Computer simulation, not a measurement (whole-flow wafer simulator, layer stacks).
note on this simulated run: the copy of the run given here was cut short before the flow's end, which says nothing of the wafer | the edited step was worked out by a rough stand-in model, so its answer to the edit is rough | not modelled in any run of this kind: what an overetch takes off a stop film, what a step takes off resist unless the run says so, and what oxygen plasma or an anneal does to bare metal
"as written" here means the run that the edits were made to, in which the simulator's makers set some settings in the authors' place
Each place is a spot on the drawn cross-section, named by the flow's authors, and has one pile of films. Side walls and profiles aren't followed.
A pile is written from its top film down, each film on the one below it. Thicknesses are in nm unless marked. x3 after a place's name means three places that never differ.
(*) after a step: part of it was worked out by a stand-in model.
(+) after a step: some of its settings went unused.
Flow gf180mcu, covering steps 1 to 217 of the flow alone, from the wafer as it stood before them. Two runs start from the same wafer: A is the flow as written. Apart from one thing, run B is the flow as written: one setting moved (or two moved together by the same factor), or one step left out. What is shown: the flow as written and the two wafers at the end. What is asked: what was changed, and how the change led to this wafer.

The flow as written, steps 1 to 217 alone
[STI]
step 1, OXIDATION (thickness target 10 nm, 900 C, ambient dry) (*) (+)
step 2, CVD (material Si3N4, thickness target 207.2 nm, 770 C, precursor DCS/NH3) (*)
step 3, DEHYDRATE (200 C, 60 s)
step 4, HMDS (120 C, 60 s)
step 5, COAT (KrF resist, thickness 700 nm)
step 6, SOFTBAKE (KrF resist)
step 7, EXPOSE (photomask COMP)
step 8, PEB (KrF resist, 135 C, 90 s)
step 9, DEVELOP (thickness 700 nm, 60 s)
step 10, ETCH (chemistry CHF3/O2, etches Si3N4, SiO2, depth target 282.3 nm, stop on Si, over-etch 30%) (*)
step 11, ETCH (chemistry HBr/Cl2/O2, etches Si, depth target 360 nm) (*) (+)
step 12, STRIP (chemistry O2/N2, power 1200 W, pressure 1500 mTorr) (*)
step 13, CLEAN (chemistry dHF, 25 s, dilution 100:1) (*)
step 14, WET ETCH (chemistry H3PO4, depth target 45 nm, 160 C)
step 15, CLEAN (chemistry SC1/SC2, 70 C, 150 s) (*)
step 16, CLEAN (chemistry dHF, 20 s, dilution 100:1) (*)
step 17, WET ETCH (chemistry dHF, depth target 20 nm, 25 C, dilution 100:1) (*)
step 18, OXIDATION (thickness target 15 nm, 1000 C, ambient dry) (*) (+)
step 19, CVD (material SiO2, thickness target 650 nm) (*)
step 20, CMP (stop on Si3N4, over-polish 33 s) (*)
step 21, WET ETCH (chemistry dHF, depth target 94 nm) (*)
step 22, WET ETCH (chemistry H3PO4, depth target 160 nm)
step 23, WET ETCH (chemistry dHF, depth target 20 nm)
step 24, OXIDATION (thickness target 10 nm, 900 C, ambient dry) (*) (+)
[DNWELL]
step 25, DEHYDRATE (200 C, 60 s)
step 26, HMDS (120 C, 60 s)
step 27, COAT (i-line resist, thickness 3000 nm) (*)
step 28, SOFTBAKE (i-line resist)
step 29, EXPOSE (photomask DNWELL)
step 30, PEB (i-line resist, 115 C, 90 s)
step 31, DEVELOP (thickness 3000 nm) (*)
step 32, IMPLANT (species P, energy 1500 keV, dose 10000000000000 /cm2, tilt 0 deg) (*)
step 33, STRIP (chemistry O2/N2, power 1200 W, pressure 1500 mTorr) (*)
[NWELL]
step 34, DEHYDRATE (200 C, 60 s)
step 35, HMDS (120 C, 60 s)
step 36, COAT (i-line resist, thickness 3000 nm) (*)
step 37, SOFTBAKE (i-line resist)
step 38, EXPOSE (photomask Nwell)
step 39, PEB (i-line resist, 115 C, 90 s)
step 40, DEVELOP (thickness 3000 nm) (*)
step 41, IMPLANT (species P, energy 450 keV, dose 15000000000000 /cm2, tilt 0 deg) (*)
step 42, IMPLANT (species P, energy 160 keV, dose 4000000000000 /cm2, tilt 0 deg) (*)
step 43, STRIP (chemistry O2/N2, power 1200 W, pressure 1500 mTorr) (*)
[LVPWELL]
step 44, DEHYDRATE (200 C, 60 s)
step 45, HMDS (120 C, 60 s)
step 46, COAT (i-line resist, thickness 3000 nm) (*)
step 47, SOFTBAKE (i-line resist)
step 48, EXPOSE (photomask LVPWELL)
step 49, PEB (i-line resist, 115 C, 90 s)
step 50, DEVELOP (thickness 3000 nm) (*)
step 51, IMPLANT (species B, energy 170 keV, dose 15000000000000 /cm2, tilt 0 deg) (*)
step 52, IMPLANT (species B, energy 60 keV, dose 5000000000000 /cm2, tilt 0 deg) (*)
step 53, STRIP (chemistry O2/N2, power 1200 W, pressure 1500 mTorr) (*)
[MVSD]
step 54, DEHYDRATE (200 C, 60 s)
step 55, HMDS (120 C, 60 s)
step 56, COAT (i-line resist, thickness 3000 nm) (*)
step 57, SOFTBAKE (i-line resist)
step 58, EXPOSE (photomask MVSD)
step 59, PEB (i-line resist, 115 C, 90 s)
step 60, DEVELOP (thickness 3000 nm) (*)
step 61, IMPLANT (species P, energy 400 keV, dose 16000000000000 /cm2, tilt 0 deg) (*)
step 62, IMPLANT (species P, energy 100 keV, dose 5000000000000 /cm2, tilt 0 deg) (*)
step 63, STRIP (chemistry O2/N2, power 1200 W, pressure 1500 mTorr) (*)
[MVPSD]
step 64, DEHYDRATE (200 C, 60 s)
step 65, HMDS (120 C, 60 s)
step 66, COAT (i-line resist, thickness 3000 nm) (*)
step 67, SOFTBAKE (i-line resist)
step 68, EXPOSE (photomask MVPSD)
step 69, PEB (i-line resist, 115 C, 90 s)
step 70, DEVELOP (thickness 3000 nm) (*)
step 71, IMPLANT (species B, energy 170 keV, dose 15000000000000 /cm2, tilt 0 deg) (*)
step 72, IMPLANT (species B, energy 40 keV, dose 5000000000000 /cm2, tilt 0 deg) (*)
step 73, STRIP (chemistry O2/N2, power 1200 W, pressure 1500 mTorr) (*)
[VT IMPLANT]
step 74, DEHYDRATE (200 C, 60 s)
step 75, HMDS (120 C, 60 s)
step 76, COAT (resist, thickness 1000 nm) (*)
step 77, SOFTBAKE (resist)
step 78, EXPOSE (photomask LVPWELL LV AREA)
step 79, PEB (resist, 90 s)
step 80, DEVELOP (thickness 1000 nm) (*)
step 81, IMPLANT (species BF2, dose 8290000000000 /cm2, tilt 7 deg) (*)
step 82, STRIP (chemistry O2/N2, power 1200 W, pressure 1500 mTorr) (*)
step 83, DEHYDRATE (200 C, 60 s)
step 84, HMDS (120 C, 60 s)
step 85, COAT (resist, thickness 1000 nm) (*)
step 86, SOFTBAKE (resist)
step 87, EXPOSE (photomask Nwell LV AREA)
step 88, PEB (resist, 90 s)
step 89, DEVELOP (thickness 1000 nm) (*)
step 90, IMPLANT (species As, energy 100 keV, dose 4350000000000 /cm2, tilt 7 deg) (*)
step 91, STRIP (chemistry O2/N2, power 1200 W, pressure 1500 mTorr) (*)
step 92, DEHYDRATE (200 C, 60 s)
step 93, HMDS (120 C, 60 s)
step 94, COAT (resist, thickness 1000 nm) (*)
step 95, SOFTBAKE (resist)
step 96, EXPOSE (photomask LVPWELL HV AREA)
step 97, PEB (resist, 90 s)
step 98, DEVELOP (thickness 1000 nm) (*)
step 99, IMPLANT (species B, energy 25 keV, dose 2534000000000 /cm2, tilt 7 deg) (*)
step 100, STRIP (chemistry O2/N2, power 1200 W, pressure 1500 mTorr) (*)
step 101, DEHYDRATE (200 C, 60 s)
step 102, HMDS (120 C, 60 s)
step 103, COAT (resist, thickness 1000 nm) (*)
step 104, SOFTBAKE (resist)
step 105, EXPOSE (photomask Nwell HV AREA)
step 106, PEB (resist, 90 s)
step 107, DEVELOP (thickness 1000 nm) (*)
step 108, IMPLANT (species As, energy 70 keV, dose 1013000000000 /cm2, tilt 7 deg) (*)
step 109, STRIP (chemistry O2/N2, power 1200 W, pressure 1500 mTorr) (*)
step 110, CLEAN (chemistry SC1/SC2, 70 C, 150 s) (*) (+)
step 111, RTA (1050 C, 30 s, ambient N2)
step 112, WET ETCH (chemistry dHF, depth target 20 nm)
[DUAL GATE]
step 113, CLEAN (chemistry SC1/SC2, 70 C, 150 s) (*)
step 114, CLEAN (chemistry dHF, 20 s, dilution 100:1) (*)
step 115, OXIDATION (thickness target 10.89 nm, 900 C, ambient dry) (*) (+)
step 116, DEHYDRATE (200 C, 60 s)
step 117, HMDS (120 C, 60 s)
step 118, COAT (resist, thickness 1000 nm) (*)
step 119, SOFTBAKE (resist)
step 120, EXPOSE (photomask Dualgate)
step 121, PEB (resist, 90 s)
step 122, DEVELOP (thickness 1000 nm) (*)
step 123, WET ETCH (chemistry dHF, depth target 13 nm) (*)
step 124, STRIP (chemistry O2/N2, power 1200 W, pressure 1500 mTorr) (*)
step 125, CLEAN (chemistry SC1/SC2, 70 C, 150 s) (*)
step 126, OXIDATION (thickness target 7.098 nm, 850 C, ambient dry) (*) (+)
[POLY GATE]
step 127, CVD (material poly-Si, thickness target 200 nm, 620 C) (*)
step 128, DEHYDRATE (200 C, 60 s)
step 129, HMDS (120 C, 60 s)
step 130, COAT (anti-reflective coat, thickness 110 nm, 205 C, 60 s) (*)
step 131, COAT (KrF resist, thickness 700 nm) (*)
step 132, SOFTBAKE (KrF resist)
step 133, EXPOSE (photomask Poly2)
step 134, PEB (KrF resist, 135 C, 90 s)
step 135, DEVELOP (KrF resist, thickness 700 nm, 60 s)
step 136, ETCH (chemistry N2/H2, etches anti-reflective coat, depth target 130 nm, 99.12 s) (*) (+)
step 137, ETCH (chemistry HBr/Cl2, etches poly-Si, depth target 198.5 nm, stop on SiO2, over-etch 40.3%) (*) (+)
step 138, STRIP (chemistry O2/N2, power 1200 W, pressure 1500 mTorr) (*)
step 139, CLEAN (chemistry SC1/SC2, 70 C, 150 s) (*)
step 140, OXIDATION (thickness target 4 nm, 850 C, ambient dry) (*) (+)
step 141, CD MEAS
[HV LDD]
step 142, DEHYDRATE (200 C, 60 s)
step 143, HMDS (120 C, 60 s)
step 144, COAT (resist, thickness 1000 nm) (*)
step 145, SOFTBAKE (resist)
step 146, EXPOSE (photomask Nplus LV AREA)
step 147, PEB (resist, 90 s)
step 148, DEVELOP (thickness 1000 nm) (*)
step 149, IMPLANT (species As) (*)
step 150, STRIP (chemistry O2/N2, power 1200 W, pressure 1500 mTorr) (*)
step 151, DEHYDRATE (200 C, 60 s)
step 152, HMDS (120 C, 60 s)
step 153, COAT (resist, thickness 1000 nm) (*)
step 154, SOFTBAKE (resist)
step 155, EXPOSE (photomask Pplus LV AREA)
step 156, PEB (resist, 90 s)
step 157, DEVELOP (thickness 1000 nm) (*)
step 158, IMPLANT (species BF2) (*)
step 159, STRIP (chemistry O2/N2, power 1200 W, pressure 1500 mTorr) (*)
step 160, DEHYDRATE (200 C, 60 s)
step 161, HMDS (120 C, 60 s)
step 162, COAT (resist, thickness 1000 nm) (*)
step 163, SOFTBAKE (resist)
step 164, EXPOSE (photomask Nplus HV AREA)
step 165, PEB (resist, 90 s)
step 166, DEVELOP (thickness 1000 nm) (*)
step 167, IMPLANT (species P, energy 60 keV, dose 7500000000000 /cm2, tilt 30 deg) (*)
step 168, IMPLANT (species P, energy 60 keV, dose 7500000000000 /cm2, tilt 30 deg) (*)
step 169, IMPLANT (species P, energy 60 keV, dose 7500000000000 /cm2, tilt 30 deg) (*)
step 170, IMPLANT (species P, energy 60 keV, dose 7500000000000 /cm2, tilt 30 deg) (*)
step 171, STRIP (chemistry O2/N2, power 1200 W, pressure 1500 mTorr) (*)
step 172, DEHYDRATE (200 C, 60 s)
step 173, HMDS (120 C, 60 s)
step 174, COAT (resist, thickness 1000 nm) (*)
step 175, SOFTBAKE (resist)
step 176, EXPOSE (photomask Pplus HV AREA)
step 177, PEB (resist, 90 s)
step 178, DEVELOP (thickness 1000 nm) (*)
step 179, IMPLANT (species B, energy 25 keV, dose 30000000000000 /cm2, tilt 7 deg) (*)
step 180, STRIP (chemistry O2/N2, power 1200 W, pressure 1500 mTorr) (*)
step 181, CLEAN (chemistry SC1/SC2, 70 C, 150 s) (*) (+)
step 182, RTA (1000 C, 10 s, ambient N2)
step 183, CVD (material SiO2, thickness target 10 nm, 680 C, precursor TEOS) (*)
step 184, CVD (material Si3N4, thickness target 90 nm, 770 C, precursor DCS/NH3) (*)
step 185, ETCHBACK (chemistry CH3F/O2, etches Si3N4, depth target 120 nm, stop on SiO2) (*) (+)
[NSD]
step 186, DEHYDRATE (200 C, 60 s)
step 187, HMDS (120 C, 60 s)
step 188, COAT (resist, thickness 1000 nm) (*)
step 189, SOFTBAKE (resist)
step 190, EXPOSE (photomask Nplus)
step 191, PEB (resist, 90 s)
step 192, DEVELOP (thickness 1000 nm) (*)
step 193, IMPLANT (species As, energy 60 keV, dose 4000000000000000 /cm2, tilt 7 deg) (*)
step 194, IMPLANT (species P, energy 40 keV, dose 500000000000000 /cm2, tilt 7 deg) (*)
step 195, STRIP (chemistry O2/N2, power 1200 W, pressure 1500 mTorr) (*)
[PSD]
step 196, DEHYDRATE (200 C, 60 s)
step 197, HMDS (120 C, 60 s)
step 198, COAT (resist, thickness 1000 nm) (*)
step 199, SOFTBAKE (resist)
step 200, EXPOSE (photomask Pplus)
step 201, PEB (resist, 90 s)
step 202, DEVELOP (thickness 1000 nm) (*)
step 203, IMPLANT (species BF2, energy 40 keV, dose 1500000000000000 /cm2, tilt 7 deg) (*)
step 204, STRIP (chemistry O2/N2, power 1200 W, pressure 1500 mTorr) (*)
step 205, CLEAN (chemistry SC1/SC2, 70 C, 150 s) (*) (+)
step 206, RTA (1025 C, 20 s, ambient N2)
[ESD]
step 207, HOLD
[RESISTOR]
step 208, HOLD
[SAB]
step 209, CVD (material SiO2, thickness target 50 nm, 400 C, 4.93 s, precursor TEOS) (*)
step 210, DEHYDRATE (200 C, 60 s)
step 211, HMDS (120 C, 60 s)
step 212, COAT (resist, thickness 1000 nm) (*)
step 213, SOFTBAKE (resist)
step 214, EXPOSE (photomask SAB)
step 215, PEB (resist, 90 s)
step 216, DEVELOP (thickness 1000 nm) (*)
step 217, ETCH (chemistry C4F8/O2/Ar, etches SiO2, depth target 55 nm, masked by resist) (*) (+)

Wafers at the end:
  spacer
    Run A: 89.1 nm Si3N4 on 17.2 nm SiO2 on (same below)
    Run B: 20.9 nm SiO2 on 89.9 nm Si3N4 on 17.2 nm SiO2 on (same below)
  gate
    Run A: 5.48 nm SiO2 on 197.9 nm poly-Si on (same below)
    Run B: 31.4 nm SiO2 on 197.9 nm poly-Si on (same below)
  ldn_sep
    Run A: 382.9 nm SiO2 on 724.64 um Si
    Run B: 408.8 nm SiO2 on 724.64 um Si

Cause: step 209, CVD: 7.58 s was run, whereas the flow has 4.93 s.

Step by step, how the change led to this:
  step 209, CVD (material SiO2, thickness target 50 nm, 400 C, 4.93 s, precursor TEOS) (*)
      field, field__w7, field__w8 and 73 more: A SiO2 gains 50 | B SiO2 gains 75.9
      field_sub, field_sub__w2, ld_drn_n, ld_sd_p: A SiO2 gains 48.8 | B SiO2 gains 74.1
      (as well as at 29 more places)
  step 217, ETCH (chemistry C4F8/O2/Ar, etches SiO2, depth target 55 nm, masked by resist) (*) (+)
      spacer: A SiO2 loses 50 (all of it), Si3N4 loses 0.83 | B SiO2 loses 55
